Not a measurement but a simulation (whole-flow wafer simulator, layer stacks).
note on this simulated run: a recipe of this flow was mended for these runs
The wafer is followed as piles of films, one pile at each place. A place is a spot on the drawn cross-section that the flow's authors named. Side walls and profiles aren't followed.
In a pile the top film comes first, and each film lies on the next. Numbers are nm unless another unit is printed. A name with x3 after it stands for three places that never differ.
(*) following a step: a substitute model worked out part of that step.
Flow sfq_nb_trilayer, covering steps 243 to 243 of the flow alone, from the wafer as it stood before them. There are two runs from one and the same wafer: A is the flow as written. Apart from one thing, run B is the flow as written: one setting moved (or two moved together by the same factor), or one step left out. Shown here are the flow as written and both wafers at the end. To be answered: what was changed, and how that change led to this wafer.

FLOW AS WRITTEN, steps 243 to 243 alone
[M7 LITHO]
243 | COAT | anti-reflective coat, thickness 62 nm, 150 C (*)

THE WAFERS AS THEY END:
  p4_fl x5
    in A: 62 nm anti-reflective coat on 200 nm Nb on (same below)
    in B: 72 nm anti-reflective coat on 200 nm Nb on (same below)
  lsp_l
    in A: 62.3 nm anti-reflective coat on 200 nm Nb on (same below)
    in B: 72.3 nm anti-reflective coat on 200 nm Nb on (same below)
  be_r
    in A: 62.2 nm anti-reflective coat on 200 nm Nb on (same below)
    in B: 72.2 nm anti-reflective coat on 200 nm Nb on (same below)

Cause: step 243, COAT: thickness 72 nm was run, though the flow has thickness 62 nm.
One can read it off the wafer: p4_fl x5 has anti-reflective coat 72, and step 243 as written asks for 62 nm.

The path from the change to this, step by step:
  243 | COAT | anti-reflective coat, thickness 62 nm, 150 C (*)
      p4_fl x5, p4_w1 x9, p3_s0 x15 and 48 more: A anti-reflective coat gains 62 (new film) | B anti-reflective coat gains 72 (new film)
      lsp_l, ln_m5, lsp_m, ln_m6, lsp_r, l0_sur, l0v: A anti-reflective coat gains 62.3 (new film) | B anti-reflective coat gains 72.3 (new film)
      (and at 22 other places as well)
